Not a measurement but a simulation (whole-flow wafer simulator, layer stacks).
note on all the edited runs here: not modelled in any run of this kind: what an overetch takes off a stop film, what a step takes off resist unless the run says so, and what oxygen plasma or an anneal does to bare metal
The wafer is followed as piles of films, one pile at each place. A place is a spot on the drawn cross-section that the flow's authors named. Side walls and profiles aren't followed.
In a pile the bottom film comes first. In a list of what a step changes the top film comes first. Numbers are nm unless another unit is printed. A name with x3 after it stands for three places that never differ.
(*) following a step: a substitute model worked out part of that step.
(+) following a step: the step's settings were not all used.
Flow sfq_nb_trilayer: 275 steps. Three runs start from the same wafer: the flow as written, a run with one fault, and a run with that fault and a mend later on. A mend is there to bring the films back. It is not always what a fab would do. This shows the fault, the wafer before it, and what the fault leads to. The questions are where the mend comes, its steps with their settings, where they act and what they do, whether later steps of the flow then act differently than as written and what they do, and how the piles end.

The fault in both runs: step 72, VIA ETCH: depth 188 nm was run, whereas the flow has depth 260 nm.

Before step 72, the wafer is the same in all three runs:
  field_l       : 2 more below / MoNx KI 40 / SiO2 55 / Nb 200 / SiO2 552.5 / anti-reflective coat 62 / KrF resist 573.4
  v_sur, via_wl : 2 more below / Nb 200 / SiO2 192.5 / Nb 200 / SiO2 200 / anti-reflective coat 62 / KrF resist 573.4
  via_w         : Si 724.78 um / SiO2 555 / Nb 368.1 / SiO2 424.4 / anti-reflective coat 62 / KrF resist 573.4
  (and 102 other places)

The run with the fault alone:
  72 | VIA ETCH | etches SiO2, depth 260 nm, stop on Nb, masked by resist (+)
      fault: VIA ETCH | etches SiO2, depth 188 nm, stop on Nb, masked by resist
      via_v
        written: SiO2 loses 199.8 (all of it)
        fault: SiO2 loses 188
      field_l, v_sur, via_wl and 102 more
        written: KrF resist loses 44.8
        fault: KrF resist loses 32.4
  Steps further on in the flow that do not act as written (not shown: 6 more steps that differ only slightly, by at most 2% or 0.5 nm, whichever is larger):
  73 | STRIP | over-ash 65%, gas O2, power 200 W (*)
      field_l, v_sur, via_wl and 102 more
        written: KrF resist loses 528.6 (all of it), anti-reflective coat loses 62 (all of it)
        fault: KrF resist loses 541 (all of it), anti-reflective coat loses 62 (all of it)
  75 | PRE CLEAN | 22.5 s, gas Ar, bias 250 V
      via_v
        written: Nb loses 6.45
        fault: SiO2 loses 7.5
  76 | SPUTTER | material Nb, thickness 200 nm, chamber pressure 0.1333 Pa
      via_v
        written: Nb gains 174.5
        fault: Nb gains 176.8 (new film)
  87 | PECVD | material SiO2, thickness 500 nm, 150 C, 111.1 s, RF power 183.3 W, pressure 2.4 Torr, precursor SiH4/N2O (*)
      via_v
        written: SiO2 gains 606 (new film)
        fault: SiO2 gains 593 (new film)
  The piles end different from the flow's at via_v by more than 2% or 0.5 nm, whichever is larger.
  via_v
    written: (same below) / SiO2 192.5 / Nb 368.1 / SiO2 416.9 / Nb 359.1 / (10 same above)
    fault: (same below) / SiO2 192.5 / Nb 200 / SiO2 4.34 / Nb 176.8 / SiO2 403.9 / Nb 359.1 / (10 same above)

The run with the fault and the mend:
  The mend follows step 72.
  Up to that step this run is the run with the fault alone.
  72a | VIA ETCH | etches SiO2, depth 72 nm, stop on Nb, masked by resist (+) (a further turn of the flow's step 72, with different settings)
      field_l, v_sur, via_wl and 102 more
        KrF resist loses 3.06
      via_v
        SiO2 loses 11.8 (all of it)
  Later steps of the flow that are run all act as written at every place that is followed, up to a difference of at most 2% or 0.5 nm, whichever is larger.
  By the end, the piles equal the flow's at every place that both follow.
